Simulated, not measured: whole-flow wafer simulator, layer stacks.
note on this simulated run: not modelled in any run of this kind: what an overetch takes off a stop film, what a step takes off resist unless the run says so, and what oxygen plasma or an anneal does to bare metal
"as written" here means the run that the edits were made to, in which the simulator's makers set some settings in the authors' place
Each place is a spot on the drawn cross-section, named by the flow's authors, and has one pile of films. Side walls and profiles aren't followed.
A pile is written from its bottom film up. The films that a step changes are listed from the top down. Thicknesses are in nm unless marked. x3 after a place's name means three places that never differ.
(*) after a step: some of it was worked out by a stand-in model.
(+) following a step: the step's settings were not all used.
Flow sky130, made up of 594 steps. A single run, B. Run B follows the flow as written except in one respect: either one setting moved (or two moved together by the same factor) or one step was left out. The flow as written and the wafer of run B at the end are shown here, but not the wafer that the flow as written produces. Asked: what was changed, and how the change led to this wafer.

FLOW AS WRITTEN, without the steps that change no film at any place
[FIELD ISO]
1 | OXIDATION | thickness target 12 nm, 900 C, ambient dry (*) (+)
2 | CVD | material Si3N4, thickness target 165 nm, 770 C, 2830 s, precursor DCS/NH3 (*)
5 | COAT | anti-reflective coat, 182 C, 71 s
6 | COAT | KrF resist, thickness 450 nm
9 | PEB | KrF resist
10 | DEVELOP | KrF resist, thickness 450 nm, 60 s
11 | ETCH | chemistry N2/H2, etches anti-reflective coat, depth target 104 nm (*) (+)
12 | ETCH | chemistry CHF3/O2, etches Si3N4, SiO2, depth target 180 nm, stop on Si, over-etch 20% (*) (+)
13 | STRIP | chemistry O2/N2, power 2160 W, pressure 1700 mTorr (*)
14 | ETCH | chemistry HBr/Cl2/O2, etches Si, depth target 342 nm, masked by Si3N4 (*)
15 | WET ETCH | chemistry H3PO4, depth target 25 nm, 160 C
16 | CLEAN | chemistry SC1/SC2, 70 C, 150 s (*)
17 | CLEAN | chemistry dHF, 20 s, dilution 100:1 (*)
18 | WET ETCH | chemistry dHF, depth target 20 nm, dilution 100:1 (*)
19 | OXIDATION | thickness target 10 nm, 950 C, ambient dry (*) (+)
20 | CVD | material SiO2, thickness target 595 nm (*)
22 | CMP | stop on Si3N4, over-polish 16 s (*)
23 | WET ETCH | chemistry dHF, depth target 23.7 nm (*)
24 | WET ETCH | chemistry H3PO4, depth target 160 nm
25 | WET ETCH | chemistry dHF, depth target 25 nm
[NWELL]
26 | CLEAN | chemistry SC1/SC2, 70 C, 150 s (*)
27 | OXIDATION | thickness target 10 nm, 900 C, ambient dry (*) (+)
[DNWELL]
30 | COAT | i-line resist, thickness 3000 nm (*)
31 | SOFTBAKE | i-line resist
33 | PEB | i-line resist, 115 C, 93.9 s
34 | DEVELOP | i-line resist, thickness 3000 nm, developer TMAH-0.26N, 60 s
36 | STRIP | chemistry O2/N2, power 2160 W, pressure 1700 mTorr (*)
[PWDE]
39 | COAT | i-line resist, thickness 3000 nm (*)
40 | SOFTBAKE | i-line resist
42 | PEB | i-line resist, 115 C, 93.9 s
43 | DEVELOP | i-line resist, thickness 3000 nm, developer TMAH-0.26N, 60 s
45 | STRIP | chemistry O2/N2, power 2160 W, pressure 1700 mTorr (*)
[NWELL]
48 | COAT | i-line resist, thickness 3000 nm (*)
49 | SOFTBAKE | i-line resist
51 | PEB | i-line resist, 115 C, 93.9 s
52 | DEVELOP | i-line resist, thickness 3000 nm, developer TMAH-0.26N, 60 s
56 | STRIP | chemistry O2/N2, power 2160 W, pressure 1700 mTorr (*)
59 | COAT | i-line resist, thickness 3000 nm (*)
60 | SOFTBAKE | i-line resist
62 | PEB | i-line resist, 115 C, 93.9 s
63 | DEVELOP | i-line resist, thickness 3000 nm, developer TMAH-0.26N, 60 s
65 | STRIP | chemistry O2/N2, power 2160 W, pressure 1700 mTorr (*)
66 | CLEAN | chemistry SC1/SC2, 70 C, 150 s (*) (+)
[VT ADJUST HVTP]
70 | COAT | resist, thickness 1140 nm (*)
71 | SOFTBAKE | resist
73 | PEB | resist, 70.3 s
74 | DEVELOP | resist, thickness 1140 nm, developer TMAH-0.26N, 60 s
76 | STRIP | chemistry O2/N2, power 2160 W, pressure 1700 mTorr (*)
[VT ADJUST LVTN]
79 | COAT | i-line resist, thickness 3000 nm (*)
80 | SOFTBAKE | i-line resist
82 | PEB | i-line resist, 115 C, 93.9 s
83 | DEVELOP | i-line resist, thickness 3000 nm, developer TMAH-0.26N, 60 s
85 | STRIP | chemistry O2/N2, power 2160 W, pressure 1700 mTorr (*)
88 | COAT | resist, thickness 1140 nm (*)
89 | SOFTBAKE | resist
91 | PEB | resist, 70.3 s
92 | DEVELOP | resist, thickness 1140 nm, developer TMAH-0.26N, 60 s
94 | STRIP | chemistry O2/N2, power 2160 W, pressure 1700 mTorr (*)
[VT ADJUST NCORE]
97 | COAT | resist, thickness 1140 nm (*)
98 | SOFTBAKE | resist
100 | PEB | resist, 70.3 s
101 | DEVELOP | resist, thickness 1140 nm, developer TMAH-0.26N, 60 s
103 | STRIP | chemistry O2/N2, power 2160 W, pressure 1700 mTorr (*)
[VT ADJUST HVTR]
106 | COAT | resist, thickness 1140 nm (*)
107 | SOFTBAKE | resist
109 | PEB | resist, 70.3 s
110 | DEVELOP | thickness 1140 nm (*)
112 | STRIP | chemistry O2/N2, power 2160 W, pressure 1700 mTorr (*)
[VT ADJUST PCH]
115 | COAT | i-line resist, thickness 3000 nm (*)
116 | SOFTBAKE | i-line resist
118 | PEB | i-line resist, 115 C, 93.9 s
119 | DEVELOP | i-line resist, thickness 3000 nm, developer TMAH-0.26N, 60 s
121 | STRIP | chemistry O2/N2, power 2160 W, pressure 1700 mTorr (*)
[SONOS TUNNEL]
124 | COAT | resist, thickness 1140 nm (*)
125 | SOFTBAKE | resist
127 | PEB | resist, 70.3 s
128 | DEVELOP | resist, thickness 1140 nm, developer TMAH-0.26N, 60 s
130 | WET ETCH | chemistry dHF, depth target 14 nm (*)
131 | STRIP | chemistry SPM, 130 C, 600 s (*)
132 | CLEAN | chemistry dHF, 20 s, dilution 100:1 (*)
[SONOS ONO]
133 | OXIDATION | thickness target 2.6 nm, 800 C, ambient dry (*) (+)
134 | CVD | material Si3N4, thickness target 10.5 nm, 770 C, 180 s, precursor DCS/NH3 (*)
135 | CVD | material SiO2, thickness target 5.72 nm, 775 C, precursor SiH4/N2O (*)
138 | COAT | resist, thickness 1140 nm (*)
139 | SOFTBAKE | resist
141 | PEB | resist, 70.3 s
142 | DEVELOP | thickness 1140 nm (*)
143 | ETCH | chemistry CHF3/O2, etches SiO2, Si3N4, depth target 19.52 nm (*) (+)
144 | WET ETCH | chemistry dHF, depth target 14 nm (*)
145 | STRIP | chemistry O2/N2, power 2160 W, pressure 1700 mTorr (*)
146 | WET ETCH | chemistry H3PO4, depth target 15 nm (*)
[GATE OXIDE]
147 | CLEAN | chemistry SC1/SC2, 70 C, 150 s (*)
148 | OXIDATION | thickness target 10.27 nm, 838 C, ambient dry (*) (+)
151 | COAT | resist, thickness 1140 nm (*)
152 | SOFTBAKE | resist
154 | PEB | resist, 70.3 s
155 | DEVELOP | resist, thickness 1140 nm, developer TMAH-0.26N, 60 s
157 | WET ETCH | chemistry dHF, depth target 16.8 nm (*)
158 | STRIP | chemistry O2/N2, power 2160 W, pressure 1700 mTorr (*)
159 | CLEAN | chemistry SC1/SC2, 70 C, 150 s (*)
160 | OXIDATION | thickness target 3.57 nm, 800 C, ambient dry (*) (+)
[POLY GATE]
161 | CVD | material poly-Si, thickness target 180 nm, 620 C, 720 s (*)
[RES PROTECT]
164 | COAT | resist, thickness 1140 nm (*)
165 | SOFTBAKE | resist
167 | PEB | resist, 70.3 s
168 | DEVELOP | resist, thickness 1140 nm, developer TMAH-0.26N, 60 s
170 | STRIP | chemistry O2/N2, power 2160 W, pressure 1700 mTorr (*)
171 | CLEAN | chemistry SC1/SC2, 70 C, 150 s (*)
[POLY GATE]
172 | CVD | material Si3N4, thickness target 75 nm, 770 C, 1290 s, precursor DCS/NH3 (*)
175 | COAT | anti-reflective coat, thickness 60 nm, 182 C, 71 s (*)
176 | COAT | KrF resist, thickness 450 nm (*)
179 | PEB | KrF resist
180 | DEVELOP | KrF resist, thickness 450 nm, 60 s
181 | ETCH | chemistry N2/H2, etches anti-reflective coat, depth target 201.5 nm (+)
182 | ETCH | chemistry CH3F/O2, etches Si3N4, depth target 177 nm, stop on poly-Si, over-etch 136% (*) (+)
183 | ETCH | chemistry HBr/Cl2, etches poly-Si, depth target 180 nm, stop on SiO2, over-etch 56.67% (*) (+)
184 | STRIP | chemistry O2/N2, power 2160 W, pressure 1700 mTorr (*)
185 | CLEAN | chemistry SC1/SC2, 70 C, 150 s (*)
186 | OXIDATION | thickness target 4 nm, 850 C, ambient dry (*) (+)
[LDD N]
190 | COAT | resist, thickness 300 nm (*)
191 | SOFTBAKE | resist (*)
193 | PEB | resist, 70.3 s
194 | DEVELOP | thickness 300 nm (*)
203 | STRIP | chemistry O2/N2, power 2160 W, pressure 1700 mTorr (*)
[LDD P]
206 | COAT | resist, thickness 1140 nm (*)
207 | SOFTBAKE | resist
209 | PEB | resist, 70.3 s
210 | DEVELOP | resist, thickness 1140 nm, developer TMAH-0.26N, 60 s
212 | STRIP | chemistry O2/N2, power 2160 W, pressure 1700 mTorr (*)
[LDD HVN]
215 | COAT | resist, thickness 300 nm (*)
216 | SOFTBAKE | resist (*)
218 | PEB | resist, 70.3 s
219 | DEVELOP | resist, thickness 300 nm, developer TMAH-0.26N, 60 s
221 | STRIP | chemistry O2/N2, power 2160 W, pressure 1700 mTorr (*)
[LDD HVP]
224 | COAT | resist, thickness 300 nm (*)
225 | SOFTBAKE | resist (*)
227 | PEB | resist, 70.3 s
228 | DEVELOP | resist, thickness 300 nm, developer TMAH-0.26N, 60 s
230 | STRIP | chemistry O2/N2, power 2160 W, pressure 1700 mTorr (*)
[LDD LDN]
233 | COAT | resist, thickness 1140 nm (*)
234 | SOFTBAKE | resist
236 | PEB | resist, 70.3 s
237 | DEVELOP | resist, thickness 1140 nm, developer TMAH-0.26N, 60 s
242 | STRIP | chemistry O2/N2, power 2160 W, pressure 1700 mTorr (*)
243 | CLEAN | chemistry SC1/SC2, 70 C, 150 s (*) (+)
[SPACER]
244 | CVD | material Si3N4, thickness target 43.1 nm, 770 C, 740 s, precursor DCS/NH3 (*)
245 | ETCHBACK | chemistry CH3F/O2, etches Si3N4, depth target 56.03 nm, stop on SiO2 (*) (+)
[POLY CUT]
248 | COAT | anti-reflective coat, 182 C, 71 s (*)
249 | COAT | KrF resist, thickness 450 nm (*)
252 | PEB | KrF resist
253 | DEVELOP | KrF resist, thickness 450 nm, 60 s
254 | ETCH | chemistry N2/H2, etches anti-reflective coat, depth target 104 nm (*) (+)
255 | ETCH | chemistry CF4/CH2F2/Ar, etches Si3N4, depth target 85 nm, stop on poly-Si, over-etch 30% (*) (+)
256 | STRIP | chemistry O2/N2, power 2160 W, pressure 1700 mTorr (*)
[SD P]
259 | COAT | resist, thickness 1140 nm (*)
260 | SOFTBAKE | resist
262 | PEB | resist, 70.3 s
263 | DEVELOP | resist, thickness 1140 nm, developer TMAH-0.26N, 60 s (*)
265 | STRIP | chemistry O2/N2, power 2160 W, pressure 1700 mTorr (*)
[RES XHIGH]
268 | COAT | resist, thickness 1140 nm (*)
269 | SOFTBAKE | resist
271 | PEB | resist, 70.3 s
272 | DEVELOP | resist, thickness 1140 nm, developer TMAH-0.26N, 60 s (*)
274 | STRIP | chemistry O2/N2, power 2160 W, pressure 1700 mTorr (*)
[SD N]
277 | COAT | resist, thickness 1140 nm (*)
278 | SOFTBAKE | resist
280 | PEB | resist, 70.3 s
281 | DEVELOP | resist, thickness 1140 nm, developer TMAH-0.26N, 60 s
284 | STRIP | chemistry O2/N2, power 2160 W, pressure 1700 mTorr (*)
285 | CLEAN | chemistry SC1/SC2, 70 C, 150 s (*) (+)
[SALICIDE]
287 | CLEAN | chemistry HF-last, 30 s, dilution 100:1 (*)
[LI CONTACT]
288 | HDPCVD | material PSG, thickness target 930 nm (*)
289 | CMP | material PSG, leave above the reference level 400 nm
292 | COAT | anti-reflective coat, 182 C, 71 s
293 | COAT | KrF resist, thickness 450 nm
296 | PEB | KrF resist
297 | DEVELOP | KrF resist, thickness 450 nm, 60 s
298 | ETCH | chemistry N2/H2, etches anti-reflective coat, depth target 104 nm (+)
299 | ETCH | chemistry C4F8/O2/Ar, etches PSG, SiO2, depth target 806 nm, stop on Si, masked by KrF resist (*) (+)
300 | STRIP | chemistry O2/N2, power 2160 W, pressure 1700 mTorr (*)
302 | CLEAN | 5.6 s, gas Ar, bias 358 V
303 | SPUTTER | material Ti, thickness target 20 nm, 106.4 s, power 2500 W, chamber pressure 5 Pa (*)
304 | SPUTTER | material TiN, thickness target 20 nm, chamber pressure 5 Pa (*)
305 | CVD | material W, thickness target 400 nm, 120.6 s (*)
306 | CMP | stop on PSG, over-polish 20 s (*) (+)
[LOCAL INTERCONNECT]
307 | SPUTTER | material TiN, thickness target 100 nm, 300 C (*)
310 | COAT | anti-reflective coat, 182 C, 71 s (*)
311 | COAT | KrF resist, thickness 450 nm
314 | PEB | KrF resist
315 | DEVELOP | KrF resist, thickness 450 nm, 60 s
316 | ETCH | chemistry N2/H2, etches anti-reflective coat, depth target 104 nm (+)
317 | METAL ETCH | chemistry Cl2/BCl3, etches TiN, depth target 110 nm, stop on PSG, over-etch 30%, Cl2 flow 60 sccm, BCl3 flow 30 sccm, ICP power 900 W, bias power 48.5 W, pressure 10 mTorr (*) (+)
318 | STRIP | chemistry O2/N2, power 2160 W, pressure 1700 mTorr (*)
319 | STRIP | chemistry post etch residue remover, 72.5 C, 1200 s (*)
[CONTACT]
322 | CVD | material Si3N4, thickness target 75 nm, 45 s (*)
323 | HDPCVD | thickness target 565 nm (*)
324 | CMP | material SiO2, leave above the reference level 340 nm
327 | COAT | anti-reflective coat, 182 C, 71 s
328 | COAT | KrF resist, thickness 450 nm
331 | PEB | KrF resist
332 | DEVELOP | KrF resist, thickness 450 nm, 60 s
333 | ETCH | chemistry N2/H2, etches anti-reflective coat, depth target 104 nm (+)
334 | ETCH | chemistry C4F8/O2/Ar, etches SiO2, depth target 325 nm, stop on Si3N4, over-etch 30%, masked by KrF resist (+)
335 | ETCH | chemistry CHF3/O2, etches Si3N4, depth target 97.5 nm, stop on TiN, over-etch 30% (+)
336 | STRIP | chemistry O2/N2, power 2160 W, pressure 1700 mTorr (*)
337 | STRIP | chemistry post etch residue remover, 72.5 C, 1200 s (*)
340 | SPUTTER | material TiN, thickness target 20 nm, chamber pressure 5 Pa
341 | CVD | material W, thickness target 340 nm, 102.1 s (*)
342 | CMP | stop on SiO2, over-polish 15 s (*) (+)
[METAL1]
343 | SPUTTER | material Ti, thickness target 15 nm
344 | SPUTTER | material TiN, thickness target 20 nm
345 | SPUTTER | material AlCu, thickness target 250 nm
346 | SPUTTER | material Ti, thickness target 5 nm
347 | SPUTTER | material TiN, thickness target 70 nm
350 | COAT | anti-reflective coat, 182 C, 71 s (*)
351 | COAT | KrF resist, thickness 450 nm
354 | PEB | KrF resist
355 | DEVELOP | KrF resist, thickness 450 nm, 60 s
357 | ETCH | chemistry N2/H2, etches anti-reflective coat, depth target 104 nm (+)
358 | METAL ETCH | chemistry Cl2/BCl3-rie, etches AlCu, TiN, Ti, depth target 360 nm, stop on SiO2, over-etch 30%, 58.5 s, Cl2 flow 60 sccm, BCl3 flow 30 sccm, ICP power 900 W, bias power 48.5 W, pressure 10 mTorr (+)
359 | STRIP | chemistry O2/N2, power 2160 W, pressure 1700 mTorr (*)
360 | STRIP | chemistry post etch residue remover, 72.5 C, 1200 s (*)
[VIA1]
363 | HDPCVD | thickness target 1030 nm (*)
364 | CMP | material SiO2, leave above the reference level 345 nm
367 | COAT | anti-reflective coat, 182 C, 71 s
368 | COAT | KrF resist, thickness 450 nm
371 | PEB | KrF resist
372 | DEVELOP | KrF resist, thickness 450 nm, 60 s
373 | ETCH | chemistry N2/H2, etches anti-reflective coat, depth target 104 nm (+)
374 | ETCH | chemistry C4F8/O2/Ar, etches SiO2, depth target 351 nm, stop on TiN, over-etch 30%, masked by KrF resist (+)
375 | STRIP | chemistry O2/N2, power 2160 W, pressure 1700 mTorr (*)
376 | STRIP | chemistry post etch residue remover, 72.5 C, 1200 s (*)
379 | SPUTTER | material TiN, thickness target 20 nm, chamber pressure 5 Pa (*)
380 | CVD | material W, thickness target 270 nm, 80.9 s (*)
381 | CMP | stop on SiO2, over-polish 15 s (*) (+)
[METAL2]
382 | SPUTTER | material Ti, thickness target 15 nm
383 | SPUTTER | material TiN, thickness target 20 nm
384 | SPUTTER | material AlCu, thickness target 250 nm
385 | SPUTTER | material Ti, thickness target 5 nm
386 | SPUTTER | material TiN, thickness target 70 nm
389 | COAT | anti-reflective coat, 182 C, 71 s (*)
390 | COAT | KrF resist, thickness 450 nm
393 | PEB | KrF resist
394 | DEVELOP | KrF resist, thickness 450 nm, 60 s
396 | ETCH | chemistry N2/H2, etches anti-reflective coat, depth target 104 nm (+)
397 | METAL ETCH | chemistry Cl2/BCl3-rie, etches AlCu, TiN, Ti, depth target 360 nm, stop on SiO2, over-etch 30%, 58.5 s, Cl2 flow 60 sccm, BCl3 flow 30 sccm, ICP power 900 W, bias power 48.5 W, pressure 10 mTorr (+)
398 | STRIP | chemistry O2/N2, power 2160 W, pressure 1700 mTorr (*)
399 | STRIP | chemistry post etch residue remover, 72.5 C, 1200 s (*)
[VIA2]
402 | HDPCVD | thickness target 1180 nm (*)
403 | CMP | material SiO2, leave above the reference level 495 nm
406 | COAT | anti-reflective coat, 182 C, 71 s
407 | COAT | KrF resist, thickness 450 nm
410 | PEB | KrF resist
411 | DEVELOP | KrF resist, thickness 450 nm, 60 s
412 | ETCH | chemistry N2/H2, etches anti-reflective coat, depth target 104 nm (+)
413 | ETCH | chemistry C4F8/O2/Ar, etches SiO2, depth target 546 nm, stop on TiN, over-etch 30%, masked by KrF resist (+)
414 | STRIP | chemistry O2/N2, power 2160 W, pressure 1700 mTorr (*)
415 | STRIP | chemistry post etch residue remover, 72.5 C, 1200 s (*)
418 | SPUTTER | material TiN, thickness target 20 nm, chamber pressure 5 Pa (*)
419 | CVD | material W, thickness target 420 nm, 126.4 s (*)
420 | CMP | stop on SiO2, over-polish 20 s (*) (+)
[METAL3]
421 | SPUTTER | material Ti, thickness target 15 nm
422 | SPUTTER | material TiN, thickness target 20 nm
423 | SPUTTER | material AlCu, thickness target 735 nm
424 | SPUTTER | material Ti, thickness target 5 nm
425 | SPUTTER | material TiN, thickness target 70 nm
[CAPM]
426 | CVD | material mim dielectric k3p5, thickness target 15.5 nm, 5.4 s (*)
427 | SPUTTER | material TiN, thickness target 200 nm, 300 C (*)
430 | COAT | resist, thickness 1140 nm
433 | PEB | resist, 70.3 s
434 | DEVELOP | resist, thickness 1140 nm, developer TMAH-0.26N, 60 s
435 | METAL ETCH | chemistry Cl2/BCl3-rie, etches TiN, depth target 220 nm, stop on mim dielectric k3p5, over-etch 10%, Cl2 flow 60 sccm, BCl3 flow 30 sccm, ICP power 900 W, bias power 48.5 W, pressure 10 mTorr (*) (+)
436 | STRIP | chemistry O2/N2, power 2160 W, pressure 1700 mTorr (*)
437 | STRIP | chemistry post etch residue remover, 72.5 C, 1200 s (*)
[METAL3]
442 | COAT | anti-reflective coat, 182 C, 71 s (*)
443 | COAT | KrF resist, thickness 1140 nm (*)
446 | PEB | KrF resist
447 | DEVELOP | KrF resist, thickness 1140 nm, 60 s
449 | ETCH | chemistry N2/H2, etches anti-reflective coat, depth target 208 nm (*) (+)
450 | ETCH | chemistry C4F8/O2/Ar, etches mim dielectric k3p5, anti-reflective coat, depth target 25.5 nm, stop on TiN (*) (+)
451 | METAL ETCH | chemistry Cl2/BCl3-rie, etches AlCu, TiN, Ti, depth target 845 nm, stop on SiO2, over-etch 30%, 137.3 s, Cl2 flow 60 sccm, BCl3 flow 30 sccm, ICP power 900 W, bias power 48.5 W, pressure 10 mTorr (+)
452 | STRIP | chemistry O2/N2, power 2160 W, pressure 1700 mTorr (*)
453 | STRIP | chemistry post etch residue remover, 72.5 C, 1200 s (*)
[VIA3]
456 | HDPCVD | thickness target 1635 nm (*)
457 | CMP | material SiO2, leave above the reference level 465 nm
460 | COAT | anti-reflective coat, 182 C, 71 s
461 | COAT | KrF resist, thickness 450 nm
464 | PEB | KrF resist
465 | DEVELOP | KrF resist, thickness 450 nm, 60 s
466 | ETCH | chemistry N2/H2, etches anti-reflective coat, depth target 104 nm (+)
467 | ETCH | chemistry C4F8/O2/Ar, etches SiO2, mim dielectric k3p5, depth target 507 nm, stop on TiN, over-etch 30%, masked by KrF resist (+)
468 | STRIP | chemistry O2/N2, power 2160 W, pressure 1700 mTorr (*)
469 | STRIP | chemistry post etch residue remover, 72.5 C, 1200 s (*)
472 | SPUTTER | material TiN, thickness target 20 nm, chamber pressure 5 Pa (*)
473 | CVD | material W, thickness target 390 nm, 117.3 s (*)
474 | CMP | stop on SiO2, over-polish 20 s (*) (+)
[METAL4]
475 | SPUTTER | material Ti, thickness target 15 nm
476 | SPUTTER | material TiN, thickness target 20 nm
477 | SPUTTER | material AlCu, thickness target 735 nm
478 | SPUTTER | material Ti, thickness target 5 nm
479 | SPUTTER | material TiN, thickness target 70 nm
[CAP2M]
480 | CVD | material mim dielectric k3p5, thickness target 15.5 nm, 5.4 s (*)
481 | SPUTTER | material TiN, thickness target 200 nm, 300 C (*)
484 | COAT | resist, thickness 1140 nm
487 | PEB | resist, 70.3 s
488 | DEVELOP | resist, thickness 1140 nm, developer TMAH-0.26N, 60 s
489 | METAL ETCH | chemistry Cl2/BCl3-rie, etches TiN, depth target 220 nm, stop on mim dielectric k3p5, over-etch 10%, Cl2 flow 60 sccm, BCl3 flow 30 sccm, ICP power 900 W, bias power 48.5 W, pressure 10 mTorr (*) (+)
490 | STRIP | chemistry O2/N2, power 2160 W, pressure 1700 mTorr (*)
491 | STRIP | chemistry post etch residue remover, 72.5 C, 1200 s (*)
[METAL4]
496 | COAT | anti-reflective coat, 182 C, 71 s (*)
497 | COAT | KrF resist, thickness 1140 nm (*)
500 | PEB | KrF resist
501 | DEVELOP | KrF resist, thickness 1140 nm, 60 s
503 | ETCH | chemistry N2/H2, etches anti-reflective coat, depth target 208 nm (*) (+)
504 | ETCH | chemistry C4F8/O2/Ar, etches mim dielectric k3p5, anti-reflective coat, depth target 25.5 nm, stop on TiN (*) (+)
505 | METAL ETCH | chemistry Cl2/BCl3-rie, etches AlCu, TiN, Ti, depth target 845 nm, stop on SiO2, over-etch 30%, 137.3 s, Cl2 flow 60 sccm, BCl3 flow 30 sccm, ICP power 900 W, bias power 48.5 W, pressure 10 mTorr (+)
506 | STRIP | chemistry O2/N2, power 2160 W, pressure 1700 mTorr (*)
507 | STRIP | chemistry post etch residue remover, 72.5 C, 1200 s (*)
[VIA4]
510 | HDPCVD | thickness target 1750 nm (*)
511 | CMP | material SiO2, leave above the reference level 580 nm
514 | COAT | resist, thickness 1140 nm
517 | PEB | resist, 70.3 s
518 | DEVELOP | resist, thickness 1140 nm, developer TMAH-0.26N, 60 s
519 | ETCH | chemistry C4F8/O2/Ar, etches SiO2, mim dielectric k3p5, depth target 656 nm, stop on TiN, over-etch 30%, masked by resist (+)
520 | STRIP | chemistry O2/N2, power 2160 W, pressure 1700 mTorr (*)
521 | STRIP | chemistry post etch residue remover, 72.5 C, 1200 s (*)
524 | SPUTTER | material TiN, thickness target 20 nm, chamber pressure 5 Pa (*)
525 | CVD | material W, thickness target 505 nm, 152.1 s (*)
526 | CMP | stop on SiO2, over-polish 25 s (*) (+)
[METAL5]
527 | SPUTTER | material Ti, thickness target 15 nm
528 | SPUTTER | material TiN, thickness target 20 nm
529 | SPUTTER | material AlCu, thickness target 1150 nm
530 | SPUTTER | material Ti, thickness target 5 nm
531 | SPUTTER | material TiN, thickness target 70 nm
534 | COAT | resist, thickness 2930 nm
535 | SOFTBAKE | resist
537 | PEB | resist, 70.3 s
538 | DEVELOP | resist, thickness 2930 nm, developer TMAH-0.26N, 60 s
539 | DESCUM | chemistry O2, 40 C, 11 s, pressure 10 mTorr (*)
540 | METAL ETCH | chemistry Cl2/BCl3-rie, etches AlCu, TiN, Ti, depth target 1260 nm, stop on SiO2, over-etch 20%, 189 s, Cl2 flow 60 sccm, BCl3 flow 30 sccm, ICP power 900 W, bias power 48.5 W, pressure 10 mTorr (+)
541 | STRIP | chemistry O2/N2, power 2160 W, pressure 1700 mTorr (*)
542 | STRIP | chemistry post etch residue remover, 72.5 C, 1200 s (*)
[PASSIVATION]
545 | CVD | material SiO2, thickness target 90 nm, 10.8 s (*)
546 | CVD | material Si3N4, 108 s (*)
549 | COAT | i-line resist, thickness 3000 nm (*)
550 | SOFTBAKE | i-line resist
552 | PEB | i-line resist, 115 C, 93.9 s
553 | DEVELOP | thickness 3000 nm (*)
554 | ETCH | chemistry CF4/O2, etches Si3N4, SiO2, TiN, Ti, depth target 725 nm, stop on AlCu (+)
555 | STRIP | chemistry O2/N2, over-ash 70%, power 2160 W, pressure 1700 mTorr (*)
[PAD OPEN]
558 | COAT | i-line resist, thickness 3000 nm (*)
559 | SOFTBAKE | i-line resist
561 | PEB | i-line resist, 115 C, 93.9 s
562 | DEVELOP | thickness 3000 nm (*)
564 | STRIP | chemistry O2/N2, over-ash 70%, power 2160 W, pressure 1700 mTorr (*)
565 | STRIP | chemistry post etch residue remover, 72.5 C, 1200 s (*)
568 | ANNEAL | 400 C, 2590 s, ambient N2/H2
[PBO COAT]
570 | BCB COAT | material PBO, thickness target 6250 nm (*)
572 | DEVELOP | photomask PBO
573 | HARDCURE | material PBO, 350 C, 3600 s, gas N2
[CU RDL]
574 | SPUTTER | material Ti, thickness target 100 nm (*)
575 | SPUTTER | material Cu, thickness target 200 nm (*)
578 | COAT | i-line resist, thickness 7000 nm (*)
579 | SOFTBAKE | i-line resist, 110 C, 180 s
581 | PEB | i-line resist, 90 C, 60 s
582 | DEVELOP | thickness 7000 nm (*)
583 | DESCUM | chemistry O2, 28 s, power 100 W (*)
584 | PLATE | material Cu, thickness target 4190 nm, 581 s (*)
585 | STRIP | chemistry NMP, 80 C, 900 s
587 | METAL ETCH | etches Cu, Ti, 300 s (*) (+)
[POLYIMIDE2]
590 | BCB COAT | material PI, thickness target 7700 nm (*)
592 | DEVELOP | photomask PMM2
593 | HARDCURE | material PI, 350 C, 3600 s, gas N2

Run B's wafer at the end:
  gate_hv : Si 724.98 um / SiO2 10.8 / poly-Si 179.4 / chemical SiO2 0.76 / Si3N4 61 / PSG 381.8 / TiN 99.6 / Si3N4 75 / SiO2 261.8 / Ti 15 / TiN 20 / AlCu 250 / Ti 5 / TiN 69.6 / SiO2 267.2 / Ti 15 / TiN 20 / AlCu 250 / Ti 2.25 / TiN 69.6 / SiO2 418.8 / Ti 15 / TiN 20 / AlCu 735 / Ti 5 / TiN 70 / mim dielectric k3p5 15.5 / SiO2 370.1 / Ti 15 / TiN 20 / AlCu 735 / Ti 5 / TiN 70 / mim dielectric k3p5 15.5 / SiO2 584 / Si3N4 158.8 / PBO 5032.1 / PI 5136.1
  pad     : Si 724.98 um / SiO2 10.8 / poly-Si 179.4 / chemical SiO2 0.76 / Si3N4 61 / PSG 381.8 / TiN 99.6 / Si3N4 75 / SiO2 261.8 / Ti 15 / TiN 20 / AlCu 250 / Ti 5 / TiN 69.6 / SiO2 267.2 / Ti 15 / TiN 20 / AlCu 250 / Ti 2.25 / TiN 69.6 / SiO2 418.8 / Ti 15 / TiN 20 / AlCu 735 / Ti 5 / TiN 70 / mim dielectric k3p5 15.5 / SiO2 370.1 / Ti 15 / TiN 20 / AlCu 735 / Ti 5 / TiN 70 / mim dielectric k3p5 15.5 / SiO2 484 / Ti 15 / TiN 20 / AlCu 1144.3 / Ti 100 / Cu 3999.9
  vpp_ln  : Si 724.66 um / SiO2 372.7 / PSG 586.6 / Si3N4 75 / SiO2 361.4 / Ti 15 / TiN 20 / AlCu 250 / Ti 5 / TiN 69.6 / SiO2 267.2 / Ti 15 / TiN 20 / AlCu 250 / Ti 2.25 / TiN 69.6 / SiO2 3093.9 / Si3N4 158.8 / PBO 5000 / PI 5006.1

The reason: step 385, SPUTTER: thickness target 2.25 nm was run, though the flow has thickness target 5 nm.
One can read it off the wafer: gate_hv has Ti 2.25, and step 385 as written asks for 5 nm.

Step by step, how the change led to this:
  385 | SPUTTER | material Ti, thickness target 5 nm
      field, active, n_well and 188 more: +2.25 Ti (new film) (it would be, as written: +5 Ti (new film))
  397 | METAL ETCH | chemistry Cl2/BCl3-rie, etches AlCu, TiN, Ti, depth target 360 nm, stop on SiO2, over-etch 30%, 58.5 s, Cl2 flow 60 sccm, BCl3 flow 30 sccm, ICP power 900 W, bias power 48.5 W, pressure 10 mTorr (+)
      field, active, gate and 82 more: -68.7 TiN (all of it), -2.25 Ti (all of it), -250 AlCu (all of it), -20 TiN (all of it), -15 Ti (all of it), -11.2 SiO2 (it would be, as written: -68.7 TiN (all of it), -5 Ti (all of it), -250 AlCu (all of it), -20 TiN (all of it), -15 Ti (all of it), -10.9 SiO2)
